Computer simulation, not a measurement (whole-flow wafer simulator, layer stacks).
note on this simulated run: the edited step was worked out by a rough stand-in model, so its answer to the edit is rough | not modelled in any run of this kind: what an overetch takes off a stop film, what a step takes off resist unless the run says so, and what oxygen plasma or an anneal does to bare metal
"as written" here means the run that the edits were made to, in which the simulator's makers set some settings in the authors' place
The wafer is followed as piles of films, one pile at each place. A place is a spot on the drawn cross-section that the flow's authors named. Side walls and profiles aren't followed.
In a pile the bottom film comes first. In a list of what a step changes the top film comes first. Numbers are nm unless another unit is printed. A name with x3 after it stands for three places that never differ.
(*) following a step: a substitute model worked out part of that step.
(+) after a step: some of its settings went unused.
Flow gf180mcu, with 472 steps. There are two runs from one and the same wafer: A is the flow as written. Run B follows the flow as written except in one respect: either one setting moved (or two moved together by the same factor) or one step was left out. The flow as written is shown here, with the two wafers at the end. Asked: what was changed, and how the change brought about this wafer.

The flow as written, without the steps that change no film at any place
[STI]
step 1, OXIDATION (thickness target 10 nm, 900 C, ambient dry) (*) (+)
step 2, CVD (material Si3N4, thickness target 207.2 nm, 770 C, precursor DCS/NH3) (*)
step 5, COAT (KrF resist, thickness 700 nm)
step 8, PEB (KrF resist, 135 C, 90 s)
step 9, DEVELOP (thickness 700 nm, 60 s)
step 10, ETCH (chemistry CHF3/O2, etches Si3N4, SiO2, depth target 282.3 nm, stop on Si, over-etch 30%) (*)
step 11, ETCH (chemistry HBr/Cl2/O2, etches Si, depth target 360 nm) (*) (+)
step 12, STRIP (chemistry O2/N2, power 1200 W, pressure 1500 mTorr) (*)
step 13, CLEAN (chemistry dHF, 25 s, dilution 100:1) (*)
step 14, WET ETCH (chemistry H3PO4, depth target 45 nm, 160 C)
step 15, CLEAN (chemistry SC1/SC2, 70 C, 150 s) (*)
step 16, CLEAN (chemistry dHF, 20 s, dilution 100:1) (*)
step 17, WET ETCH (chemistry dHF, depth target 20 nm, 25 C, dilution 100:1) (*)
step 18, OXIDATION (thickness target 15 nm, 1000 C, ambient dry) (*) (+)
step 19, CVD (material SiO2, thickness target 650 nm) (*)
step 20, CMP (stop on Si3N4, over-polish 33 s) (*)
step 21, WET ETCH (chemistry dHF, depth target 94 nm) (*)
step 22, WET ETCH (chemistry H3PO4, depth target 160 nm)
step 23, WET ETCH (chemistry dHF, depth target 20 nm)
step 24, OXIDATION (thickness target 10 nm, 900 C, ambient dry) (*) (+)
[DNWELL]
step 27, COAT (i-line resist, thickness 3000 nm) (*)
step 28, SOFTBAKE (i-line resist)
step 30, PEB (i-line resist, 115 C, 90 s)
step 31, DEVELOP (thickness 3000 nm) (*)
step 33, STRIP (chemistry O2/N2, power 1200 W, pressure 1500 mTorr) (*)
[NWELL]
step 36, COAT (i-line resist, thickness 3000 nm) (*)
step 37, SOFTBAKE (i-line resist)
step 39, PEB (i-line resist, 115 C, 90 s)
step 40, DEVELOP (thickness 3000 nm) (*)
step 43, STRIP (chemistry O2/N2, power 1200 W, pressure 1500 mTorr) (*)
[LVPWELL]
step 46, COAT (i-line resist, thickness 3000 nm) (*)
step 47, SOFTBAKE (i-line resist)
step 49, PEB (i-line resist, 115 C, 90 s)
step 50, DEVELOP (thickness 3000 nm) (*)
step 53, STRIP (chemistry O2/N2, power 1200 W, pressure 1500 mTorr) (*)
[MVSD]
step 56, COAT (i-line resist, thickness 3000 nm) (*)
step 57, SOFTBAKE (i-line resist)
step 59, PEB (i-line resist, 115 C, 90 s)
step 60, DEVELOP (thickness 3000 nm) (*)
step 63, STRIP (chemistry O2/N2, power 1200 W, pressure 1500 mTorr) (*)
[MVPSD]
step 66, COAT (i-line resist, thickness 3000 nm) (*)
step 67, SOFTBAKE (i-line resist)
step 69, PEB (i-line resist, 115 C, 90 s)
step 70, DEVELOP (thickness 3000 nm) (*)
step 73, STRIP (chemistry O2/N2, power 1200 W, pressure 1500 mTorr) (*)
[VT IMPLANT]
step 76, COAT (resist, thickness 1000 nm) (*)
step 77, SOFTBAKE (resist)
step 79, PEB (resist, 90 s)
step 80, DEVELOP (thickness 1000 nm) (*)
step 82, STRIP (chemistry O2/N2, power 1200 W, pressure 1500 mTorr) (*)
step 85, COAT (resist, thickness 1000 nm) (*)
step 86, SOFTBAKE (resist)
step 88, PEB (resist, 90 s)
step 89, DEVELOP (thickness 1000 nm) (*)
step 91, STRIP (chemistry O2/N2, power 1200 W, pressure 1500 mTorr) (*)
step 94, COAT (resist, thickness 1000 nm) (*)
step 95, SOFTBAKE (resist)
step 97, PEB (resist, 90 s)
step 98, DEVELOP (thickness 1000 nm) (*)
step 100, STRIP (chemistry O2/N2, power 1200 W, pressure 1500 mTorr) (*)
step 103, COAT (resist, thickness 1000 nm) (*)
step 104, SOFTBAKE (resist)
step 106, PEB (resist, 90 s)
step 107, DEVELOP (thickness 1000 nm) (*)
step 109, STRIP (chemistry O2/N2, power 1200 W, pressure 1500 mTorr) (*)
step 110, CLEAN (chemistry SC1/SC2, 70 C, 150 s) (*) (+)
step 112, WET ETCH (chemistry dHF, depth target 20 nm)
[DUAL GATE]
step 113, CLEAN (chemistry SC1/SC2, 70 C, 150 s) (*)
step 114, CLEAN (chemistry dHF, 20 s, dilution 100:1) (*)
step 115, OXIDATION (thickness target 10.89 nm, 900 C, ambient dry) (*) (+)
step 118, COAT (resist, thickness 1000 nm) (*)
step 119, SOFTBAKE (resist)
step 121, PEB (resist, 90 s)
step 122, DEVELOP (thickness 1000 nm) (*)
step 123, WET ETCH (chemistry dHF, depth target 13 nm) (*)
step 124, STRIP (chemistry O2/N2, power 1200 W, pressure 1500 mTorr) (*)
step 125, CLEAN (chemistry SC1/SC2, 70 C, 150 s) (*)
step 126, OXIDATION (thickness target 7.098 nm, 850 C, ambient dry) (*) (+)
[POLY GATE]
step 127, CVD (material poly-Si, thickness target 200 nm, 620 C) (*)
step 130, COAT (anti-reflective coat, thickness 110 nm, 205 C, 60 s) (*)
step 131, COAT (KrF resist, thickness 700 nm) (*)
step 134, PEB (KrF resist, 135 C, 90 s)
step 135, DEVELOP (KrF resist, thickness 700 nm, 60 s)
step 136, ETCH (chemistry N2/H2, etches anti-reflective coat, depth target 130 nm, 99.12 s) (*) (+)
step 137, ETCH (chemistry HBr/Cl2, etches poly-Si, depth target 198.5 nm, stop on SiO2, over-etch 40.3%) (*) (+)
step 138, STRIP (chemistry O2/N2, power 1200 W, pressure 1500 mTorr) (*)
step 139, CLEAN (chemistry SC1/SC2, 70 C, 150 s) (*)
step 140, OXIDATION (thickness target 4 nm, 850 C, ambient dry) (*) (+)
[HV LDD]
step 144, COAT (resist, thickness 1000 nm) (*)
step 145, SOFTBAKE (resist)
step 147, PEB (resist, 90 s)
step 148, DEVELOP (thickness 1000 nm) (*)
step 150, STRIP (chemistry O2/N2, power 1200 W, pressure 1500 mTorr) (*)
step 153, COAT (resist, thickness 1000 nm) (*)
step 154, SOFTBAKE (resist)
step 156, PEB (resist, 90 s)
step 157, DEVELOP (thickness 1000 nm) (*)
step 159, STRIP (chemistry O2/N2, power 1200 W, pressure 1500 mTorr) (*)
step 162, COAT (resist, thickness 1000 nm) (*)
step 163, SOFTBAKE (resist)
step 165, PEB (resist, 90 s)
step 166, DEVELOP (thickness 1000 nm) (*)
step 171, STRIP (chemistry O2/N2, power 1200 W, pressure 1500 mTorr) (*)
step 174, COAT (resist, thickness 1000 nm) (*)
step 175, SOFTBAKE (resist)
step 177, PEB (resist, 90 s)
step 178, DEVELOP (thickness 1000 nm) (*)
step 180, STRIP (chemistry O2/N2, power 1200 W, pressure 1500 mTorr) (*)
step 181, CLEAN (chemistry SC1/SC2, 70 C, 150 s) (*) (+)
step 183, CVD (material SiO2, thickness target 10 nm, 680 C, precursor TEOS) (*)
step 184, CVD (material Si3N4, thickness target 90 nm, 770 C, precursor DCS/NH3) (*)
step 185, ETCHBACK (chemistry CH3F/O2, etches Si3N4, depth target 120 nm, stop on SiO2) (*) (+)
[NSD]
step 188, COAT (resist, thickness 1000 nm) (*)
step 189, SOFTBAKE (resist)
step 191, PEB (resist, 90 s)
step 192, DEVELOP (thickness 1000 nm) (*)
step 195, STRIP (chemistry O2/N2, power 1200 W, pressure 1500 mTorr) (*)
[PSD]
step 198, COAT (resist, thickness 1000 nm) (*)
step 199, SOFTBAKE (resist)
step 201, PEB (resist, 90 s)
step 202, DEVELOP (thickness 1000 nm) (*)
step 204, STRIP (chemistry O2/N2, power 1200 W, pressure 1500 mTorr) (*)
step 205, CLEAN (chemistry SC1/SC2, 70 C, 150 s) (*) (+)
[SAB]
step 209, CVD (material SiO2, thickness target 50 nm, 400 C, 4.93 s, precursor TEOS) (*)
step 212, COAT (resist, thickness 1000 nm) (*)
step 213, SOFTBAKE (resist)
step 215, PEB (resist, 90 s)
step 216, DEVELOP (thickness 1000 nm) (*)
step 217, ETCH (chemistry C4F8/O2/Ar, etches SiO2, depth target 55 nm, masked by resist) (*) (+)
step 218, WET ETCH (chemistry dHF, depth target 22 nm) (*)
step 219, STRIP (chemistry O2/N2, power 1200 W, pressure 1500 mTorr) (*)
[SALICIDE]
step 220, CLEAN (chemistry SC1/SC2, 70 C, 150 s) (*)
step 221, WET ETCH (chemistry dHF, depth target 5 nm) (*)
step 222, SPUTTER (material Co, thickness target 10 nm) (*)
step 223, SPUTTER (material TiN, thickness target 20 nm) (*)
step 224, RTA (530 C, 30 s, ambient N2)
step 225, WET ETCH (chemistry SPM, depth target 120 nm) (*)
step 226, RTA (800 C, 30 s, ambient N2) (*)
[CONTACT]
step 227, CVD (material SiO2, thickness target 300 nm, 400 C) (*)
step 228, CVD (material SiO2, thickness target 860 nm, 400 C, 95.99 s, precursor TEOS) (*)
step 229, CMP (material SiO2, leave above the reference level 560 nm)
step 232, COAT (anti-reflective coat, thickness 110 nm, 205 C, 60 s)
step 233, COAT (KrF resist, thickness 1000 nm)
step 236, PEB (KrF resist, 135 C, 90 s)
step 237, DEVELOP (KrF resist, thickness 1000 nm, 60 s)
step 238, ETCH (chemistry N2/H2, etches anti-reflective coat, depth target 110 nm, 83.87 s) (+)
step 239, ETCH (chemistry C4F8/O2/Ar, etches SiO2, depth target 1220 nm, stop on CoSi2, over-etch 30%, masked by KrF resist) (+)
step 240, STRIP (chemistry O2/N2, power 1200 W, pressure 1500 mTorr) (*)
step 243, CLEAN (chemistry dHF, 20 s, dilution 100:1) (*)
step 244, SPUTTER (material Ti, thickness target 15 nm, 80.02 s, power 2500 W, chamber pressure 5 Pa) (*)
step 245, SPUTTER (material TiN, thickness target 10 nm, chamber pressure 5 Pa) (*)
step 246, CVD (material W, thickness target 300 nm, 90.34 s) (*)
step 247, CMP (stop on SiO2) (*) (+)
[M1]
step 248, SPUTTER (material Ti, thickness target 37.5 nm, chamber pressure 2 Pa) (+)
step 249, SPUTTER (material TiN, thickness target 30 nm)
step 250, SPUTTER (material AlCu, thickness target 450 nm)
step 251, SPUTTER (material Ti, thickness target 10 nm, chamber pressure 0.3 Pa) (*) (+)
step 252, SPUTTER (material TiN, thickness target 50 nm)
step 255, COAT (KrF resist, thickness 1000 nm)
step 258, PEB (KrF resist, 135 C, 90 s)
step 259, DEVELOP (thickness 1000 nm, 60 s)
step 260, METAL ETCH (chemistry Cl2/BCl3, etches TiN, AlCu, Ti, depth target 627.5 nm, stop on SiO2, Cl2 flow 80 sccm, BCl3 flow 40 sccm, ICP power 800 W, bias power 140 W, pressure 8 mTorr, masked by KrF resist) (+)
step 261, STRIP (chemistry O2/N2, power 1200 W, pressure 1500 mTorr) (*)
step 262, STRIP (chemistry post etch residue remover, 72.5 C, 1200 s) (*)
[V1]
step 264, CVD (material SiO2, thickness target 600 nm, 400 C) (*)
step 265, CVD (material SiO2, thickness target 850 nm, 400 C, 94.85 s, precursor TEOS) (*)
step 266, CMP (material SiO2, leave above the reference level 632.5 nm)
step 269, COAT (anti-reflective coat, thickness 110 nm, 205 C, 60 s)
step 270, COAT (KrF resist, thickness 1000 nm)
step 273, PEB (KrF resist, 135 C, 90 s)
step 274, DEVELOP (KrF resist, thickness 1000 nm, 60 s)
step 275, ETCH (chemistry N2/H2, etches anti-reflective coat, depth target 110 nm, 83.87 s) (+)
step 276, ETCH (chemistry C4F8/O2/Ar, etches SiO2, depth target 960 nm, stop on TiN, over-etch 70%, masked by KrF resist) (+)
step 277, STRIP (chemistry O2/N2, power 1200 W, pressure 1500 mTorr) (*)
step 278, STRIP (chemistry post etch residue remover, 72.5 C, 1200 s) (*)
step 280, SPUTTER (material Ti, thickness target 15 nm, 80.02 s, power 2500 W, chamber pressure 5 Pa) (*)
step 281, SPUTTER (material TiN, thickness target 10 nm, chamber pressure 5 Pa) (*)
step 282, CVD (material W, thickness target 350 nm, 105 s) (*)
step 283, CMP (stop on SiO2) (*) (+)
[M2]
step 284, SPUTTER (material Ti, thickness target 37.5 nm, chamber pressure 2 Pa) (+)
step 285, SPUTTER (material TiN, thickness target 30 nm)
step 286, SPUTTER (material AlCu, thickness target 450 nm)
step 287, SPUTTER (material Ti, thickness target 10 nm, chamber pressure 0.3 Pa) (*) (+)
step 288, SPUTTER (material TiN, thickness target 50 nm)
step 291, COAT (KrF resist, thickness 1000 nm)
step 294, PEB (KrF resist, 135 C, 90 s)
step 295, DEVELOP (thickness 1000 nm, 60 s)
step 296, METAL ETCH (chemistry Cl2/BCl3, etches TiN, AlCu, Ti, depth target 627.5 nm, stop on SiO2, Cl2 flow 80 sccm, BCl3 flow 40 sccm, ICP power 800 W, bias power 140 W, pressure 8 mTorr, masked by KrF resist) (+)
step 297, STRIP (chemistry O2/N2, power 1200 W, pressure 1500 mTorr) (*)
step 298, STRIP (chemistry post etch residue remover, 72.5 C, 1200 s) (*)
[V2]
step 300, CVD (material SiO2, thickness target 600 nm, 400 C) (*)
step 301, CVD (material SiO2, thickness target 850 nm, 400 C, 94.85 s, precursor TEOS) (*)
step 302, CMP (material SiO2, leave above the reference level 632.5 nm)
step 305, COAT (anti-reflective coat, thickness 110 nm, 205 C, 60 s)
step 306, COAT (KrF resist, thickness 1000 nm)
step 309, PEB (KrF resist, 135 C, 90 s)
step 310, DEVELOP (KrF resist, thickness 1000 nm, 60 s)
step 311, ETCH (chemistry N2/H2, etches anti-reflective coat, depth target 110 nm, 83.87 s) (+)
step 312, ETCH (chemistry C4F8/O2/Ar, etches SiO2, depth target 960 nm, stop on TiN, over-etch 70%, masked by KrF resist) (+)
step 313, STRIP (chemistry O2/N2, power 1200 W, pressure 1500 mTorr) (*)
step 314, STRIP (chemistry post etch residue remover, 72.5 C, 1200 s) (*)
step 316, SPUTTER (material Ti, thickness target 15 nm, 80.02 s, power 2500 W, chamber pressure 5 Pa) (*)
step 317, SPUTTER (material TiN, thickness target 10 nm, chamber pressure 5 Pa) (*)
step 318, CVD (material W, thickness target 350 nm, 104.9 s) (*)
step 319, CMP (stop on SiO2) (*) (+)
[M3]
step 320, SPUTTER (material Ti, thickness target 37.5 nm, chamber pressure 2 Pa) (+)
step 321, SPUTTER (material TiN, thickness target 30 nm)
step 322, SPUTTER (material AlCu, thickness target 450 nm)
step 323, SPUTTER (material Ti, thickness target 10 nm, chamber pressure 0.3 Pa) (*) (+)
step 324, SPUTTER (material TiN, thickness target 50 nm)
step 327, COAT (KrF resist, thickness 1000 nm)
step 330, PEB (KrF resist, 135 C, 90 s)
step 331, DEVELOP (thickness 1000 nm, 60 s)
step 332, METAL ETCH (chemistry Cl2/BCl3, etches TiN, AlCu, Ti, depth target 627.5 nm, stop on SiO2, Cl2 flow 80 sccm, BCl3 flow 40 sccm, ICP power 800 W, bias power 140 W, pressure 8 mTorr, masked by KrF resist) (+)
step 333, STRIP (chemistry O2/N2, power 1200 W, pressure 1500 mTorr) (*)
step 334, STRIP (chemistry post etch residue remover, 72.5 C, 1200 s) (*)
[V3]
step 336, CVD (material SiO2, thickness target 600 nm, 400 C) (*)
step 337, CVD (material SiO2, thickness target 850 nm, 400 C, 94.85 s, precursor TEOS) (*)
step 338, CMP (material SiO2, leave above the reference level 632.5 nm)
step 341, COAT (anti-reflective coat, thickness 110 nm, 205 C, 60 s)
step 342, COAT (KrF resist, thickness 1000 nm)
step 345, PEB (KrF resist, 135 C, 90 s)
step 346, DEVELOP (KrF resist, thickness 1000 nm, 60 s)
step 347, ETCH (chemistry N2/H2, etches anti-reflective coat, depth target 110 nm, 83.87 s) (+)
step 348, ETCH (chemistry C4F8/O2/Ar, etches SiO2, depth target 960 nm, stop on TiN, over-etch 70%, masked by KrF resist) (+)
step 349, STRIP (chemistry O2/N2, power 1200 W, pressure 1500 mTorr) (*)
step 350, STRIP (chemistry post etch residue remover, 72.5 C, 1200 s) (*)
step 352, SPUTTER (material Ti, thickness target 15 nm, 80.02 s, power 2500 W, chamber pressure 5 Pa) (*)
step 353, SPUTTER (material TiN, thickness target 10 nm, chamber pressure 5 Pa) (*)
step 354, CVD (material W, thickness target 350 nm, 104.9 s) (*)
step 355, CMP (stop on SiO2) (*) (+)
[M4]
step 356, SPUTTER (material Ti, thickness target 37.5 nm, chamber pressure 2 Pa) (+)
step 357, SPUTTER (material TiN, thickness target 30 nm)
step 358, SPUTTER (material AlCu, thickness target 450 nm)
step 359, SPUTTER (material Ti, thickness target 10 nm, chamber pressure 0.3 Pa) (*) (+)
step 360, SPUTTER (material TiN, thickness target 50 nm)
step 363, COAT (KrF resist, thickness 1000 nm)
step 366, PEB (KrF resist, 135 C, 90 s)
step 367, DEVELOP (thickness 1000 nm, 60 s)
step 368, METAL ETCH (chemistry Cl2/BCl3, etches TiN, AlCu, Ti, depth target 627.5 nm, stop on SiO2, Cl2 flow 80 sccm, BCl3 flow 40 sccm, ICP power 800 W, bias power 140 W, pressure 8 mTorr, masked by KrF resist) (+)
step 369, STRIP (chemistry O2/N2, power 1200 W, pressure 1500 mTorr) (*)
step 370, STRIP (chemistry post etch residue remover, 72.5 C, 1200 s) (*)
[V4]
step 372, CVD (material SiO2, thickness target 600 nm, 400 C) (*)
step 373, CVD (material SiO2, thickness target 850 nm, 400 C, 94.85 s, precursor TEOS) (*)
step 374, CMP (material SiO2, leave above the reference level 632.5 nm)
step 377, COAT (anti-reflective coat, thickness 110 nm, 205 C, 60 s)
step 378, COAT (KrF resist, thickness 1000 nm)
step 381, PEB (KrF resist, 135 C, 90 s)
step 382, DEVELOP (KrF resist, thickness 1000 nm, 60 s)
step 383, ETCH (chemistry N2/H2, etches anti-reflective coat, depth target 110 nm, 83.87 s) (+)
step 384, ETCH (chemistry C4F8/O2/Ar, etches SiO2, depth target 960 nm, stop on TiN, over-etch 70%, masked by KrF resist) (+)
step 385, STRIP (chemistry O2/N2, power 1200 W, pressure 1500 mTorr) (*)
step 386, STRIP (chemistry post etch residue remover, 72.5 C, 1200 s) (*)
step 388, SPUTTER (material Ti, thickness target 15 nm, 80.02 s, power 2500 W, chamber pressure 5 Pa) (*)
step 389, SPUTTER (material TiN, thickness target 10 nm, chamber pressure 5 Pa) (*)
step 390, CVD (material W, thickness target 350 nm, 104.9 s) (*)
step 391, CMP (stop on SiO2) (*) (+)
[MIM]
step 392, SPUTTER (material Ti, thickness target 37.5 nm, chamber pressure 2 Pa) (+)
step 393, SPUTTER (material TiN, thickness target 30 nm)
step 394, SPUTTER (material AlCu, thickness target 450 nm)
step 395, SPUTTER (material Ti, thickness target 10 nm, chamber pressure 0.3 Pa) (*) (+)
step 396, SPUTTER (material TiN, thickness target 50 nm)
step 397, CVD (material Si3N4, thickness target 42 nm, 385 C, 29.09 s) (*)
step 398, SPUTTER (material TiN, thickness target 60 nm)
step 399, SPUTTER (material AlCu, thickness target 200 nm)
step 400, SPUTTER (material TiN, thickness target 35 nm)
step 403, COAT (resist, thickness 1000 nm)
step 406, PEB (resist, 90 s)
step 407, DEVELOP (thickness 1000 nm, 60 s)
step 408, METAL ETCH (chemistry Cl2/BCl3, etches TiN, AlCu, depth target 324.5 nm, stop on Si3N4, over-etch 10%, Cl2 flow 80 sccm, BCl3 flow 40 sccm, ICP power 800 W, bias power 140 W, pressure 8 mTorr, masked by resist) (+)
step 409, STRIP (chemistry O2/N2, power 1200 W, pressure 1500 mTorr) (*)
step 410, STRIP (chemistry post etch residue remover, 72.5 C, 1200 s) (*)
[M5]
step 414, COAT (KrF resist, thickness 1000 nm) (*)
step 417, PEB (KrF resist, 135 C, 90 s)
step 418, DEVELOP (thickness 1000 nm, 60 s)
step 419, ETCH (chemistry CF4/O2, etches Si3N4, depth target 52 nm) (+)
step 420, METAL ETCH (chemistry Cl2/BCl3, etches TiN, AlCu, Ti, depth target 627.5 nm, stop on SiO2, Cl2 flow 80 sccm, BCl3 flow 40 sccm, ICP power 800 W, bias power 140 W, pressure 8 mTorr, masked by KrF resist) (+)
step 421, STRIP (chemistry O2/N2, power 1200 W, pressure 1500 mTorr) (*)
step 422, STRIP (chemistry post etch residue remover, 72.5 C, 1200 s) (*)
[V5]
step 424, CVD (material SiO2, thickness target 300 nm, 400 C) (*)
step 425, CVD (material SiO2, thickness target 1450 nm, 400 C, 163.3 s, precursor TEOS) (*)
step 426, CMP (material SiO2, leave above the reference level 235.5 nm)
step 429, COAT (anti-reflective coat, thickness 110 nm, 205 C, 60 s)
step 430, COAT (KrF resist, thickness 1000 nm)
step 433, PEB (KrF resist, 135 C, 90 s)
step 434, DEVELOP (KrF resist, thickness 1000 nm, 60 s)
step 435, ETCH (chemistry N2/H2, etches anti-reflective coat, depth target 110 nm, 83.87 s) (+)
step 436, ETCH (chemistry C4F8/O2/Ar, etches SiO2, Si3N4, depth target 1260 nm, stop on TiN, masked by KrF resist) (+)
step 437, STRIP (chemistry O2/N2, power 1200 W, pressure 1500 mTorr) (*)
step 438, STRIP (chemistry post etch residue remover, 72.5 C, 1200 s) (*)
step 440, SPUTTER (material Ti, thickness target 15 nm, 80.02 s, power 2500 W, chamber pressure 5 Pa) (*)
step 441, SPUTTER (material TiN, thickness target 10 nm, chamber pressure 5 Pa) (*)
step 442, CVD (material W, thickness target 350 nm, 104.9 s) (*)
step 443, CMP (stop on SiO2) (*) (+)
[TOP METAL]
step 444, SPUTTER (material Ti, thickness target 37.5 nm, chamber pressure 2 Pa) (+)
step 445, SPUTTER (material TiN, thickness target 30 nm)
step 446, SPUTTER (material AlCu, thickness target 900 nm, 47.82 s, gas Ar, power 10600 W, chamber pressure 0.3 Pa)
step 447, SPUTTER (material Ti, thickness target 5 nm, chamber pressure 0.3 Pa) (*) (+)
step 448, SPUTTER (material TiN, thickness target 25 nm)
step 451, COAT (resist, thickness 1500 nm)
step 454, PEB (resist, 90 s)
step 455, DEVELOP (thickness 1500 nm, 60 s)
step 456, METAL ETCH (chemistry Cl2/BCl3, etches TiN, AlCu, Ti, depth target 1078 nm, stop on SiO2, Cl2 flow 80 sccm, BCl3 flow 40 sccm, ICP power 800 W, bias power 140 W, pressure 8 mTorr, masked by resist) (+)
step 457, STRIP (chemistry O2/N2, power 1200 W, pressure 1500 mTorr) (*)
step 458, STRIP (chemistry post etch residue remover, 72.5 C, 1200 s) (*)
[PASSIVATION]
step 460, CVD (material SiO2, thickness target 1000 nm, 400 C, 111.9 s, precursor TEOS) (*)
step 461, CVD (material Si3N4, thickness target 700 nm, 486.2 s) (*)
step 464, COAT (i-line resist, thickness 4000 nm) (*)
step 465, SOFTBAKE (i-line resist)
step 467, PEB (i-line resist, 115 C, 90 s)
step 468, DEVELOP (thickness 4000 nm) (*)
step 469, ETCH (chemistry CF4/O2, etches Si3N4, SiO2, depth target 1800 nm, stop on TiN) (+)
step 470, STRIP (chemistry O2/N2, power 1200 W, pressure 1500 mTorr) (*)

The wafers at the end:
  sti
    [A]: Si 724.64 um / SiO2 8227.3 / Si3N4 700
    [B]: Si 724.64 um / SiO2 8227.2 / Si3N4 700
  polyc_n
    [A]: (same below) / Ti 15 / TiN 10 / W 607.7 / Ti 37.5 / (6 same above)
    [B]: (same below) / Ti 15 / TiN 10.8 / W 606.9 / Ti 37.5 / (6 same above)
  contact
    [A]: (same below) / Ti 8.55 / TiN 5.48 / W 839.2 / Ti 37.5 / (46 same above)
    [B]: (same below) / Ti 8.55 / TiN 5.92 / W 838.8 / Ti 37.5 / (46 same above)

What caused this: step 245, SPUTTER: thickness target 10.8 nm was run, though the flow has thickness target 10 nm.
One can read it off the wafer: polyc_n has TiN 10.8, and step 245 as written asks for 10 nm.

The path from the change to this, step by step:
  step 245, SPUTTER (material TiN, thickness target 10 nm, chamber pressure 5 Pa) (*)
      field, field__w1, field__w2 and 107 more: A +10 TiN (new film) | B +10.8 TiN (new film)
  step 247, CMP (stop on SiO2) (*) (+)
      field, field__w1, field__w2 and 105 more: A -300 W (all of it), -10 TiN (all of it), -15 Ti (all of it), -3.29 SiO2 | B -300 W (all of it), -10.8 TiN (all of it), -15 Ti (all of it), -3.3 SiO2
